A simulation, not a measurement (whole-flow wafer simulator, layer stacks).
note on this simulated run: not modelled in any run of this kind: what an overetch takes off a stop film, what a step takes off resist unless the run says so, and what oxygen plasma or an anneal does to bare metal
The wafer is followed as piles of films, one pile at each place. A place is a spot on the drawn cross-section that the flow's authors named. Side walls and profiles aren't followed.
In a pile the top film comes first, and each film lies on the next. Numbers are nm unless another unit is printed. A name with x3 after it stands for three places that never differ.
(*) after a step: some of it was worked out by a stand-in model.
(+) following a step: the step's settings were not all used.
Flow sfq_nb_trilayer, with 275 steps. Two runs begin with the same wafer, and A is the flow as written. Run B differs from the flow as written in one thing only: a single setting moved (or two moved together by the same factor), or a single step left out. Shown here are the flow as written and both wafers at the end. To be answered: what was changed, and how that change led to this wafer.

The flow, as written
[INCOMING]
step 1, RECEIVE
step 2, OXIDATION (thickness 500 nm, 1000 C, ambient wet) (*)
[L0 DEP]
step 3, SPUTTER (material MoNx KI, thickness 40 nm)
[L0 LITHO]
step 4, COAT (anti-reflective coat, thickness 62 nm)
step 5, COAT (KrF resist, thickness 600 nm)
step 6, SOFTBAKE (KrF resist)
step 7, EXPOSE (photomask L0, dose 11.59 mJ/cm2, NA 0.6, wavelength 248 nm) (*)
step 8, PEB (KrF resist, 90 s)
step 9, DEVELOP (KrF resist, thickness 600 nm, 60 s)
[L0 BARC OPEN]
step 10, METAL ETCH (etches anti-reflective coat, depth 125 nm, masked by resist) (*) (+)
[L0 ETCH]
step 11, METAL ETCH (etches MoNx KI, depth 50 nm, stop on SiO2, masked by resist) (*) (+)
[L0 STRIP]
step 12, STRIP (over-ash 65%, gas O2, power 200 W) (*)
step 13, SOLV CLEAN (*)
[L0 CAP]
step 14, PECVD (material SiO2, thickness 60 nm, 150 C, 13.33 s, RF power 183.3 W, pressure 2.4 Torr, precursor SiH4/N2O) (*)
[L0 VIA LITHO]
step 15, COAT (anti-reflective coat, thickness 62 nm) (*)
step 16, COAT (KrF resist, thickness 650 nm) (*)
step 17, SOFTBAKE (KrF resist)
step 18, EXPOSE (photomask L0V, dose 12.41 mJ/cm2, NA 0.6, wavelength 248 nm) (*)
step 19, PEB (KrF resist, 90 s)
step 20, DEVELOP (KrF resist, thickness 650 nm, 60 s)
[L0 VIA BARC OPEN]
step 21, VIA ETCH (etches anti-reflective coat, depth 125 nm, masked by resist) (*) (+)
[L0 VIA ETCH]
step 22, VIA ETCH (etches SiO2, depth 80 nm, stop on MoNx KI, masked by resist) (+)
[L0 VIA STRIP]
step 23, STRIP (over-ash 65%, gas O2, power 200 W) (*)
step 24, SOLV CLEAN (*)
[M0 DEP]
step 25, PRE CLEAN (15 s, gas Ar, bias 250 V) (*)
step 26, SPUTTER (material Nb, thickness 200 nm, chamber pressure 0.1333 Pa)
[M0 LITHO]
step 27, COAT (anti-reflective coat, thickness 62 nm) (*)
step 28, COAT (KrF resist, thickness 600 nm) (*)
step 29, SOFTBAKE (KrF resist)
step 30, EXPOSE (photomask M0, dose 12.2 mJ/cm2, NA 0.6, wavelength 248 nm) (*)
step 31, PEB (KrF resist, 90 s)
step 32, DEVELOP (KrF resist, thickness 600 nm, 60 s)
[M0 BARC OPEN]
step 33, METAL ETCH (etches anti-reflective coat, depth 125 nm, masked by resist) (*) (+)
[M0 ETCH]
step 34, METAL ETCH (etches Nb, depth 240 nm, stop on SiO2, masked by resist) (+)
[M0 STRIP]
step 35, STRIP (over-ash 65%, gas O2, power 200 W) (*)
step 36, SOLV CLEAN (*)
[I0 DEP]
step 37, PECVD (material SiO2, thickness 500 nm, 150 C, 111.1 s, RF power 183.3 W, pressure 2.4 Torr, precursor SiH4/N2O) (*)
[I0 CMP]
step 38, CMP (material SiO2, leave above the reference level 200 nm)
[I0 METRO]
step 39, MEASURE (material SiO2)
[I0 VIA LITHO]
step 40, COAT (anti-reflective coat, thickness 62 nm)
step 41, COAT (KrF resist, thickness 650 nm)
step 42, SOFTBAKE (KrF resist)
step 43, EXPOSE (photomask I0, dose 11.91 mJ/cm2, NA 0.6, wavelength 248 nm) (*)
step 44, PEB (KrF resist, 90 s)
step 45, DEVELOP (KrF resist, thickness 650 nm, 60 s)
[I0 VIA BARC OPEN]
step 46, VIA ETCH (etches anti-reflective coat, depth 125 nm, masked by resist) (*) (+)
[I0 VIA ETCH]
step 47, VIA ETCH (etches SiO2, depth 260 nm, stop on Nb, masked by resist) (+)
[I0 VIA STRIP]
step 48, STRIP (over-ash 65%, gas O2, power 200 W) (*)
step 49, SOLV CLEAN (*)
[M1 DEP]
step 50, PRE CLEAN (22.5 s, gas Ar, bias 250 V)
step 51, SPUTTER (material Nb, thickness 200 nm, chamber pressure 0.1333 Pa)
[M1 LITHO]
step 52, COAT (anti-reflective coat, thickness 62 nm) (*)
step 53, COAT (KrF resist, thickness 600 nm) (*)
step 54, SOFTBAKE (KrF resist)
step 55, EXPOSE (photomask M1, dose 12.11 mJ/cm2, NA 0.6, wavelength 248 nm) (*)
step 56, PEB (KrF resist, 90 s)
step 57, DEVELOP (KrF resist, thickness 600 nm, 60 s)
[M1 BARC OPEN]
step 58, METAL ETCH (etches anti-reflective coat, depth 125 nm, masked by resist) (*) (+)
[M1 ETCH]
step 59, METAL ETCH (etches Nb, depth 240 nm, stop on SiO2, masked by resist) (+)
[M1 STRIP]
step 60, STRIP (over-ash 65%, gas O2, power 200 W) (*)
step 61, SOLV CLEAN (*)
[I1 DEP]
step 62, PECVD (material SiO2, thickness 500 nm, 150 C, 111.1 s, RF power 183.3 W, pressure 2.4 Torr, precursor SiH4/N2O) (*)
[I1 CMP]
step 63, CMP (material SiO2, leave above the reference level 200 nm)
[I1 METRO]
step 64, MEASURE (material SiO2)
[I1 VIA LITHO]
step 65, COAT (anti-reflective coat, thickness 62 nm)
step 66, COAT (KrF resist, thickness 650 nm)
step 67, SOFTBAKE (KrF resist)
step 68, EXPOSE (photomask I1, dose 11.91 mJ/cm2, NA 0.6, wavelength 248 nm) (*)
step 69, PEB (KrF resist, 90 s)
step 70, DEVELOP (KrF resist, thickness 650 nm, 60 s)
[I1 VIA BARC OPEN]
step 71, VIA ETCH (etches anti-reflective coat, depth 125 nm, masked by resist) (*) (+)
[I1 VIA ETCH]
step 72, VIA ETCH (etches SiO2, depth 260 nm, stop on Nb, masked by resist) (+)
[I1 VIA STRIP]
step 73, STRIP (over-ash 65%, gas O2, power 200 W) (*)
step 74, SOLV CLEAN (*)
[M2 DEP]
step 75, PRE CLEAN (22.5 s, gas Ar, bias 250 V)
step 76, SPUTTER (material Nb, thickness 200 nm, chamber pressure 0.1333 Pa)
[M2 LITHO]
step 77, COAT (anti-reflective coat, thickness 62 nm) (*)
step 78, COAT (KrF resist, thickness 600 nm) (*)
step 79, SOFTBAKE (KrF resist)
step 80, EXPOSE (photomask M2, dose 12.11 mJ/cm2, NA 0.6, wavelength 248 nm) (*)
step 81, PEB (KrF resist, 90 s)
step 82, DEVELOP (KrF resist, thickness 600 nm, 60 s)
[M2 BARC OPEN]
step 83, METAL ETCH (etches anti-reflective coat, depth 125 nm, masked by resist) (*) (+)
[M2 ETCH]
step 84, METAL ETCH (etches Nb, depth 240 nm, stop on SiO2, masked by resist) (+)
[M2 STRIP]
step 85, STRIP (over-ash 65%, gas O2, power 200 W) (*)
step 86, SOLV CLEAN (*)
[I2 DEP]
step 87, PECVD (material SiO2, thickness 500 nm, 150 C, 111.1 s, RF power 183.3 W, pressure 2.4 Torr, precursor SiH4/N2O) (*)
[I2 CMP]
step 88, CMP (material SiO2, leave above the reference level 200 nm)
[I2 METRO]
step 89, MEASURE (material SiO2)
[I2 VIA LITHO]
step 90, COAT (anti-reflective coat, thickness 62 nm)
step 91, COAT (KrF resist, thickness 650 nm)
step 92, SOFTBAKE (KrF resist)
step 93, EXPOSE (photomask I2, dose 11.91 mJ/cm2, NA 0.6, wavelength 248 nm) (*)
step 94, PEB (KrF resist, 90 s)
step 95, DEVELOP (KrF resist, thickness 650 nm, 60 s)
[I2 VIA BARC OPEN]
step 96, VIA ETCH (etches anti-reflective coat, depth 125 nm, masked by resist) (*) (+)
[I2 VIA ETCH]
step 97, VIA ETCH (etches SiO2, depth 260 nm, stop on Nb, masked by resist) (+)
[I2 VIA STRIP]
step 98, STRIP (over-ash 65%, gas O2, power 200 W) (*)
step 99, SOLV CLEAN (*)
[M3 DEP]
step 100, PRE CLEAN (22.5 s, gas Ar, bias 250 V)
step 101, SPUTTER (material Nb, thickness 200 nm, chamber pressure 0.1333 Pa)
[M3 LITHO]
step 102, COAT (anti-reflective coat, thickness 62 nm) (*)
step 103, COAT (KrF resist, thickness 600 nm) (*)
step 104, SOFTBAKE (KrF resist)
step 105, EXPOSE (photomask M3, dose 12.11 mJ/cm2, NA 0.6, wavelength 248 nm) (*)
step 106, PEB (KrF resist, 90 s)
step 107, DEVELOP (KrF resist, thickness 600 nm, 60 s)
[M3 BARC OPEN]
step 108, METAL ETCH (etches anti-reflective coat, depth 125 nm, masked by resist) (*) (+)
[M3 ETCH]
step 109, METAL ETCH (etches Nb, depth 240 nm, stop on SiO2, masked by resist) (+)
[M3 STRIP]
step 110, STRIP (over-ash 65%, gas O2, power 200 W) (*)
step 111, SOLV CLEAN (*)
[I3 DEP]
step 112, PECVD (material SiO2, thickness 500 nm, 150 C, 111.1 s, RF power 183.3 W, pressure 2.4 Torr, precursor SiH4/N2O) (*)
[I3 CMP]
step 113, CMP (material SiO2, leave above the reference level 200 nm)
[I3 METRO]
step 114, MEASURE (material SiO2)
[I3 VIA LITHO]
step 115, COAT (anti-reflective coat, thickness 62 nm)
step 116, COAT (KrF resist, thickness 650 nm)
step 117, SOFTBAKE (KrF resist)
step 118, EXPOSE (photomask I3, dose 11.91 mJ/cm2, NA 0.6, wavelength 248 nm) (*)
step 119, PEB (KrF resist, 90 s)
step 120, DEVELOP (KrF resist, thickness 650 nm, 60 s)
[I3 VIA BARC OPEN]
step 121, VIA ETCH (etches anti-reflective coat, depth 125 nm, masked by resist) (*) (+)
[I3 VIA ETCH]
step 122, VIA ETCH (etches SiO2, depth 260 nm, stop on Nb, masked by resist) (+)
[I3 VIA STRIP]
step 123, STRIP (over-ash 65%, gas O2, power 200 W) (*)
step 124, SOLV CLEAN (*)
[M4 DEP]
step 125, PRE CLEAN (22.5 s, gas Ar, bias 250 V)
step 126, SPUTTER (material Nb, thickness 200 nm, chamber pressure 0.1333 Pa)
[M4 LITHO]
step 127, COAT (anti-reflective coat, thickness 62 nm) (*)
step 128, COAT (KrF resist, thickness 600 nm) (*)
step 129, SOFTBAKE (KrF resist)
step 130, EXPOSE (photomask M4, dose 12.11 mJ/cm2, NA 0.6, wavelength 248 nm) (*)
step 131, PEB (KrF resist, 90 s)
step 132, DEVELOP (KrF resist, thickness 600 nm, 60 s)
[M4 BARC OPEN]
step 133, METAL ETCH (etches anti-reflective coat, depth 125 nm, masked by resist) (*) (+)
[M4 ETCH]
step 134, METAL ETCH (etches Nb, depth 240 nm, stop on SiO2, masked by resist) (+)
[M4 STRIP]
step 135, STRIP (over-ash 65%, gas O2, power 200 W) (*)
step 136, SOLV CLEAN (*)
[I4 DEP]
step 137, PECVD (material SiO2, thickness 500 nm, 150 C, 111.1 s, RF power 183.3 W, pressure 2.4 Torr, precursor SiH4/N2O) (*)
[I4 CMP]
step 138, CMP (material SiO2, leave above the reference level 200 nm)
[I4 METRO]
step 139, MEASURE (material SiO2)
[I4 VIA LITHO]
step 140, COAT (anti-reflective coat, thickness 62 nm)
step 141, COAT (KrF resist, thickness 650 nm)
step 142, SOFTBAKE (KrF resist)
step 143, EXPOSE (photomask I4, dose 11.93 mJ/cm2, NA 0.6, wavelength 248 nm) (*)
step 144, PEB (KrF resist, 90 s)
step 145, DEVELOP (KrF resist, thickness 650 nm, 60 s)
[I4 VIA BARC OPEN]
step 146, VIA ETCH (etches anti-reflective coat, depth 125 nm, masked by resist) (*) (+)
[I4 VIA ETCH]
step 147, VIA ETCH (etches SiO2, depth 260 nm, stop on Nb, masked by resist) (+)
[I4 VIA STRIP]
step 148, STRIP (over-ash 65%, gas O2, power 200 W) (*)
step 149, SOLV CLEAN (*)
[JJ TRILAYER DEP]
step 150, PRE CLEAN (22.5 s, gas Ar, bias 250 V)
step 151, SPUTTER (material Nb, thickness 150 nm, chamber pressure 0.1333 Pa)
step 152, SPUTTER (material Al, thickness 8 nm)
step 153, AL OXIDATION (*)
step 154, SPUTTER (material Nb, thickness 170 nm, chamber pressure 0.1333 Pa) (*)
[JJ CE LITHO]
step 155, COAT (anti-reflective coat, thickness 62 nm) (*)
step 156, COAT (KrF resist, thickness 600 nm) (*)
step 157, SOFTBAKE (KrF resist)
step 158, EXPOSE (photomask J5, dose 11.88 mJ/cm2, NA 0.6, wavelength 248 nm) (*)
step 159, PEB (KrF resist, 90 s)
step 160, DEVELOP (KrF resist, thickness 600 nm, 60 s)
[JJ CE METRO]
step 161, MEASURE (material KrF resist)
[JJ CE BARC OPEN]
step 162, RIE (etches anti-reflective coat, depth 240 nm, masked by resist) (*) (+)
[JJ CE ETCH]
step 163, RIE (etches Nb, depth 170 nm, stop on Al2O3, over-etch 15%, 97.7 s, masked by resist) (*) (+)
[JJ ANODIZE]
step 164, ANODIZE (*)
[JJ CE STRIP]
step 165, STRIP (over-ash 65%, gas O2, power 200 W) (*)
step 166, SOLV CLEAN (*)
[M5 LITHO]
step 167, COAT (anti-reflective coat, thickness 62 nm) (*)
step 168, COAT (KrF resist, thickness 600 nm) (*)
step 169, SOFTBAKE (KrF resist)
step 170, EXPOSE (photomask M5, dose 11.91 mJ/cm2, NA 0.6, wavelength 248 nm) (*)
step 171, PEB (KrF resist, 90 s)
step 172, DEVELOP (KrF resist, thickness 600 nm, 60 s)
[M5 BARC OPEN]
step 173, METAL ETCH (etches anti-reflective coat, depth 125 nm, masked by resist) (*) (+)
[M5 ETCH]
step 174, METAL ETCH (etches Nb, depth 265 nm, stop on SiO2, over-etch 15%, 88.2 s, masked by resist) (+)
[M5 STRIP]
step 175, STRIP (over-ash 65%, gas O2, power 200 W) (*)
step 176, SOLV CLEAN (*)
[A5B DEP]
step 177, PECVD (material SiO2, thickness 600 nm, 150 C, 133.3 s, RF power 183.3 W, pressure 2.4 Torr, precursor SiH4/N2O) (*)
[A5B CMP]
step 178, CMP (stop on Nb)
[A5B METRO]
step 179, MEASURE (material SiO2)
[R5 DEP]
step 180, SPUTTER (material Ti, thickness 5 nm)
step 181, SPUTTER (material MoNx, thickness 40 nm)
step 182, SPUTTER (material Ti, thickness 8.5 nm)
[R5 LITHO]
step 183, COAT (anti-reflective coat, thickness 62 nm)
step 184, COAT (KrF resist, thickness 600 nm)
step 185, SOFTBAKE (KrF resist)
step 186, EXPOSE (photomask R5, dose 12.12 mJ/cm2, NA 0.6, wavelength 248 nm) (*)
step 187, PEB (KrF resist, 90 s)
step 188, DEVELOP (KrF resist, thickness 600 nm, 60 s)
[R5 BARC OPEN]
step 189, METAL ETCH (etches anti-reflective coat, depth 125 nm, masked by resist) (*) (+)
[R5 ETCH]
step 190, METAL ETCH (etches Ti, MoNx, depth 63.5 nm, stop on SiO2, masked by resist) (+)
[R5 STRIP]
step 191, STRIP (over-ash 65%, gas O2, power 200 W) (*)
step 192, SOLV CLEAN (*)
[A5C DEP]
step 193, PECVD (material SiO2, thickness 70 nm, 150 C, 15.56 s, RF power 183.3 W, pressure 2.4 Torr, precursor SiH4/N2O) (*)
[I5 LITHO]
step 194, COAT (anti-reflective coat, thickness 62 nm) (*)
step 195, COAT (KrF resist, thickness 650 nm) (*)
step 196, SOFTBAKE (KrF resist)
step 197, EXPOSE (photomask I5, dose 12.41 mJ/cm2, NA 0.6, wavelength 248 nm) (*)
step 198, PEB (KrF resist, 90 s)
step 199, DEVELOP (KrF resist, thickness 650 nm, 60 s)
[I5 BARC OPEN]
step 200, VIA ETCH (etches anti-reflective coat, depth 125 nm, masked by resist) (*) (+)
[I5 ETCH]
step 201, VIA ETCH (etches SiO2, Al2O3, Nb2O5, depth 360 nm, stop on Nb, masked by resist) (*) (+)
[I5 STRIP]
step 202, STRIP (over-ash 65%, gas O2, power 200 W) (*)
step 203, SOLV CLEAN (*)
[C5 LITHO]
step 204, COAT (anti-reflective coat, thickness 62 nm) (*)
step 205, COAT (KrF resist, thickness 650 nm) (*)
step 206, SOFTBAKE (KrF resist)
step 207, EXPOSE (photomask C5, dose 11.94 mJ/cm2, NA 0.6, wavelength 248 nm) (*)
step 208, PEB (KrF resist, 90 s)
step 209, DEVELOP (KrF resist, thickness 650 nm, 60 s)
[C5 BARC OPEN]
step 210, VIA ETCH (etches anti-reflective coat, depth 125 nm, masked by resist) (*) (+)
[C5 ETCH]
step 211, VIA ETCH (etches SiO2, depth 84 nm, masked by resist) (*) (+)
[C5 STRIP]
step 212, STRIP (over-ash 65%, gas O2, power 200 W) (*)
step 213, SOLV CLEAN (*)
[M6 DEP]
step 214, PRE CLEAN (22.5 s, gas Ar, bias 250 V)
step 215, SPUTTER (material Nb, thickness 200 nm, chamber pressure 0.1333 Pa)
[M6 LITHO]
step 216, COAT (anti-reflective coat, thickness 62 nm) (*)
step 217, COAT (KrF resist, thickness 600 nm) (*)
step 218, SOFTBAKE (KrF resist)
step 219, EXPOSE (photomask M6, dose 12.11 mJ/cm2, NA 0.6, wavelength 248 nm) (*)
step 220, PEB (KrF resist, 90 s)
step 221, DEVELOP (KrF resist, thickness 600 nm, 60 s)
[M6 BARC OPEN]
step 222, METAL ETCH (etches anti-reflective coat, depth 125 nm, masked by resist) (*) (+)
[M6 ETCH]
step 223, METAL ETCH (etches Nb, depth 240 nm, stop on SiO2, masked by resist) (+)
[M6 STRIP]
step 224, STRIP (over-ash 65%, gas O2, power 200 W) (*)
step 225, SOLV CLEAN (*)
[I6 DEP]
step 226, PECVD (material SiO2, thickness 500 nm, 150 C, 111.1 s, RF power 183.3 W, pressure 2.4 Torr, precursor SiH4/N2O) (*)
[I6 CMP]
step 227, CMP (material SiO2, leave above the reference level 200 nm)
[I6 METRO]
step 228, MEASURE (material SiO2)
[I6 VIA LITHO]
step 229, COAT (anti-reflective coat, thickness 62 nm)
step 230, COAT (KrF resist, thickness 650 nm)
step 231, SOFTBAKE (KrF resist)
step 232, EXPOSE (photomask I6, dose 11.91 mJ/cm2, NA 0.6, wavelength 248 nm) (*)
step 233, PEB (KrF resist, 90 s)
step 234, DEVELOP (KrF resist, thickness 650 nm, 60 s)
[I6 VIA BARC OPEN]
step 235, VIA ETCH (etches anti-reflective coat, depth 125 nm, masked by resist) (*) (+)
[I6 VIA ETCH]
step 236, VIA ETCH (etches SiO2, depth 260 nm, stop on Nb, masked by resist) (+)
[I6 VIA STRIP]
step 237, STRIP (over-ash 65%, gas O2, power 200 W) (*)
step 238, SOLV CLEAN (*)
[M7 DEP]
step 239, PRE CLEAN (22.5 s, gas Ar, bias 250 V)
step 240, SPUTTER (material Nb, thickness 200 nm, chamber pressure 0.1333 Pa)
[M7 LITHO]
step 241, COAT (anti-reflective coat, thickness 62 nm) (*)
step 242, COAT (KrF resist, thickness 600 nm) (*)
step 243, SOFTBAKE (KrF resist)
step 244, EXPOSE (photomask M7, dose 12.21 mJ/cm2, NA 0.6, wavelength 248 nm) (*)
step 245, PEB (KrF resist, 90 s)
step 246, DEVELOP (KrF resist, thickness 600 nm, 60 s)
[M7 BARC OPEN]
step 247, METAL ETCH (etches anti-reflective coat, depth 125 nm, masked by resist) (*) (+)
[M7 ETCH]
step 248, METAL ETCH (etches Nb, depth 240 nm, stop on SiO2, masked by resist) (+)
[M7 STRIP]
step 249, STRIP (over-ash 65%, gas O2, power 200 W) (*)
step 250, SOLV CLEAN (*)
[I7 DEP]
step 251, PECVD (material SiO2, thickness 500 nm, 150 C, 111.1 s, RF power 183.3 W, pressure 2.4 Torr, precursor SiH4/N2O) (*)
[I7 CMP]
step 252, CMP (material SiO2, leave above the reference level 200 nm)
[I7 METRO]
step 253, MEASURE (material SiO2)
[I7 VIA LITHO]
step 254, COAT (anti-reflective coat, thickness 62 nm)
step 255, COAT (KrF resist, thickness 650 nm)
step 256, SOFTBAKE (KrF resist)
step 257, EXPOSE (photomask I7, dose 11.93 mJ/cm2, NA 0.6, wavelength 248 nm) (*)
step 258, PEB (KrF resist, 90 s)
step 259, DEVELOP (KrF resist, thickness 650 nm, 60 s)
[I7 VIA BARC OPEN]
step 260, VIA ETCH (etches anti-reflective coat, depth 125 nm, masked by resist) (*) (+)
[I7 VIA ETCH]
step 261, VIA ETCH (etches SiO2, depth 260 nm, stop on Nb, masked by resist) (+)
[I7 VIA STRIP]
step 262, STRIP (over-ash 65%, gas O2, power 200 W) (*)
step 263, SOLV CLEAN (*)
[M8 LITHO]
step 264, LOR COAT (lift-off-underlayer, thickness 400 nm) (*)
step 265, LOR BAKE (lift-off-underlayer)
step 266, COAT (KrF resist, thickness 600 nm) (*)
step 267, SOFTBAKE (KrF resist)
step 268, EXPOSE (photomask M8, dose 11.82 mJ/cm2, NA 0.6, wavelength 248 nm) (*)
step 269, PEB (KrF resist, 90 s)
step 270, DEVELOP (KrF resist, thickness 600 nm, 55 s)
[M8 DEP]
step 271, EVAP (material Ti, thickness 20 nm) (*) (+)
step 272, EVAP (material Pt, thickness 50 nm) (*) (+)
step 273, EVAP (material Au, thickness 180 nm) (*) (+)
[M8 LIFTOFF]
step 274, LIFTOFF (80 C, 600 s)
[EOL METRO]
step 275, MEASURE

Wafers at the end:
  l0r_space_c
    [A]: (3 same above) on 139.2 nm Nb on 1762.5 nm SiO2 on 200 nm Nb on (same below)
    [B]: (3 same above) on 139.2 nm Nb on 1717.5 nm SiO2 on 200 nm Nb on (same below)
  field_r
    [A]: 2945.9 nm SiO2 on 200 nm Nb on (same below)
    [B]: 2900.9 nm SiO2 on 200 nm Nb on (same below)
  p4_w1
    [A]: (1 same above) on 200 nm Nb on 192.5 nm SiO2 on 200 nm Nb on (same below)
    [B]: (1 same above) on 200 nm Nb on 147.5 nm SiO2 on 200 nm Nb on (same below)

The reason: step 113, CMP: leave above the reference level 155 nm was run, though the flow has leave above the reference level 200 nm.

Step by step, how the change led to this:
  step 113, CMP (material SiO2, leave above the reference level 200 nm)
      field_l, be, be_sur and 64 more: A SiO2 loses 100 | B SiO2 loses 145
      v_sur, via_wl, via_wr and 27 more: A SiO2 loses 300 | B SiO2 loses 345
      (as well as at 9 more places)
  step 122, VIA ETCH (etches SiO2, depth 260 nm, stop on Nb, masked by resist) (+)
      field_l, v_sur, via_wl and 102 more: A KrF resist loses 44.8 | B KrF resist loses 40
      via_v: A SiO2 loses 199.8 (all of it) | B SiO2 loses 154.8 (all of it)
  step 126, SPUTTER (material Nb, thickness 200 nm, chamber pressure 0.1333 Pa)
      via_v: A Nb gains 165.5 | B Nb gains 175.4
  step 127, COAT (anti-reflective coat, thickness 62 nm) (*)
      via_v: A anti-reflective coat gains 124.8 (new film) | B anti-reflective coat gains 113.5 (new film)
  step 128, COAT (KrF resist, thickness 600 nm) (*)
      via_v: A KrF resist gains 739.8 (new film) | B KrF resist gains 703.3 (new film)
  step 135, STRIP (over-ash 65%, gas O2, power 200 W) (*)
      via_v: A KrF resist loses 521.8 (all of it), anti-reflective coat loses 124.8 (all of it) | B KrF resist loses 485.4 (all of it), anti-reflective coat loses 113.5 (all of it)
  step 137, PECVD (material SiO2, thickness 500 nm, 150 C, 111.1 s, RF power 183.3 W, pressure 2.4 Torr, precursor SiH4/N2O) (*)
      via_v: A SiO2 gains 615 (new film) | B SiO2 gains 535.6 (new film)
  step 138, CMP (material SiO2, leave above the reference level 200 nm)
      via_v: A SiO2 loses 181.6 | B SiO2 loses 157.1
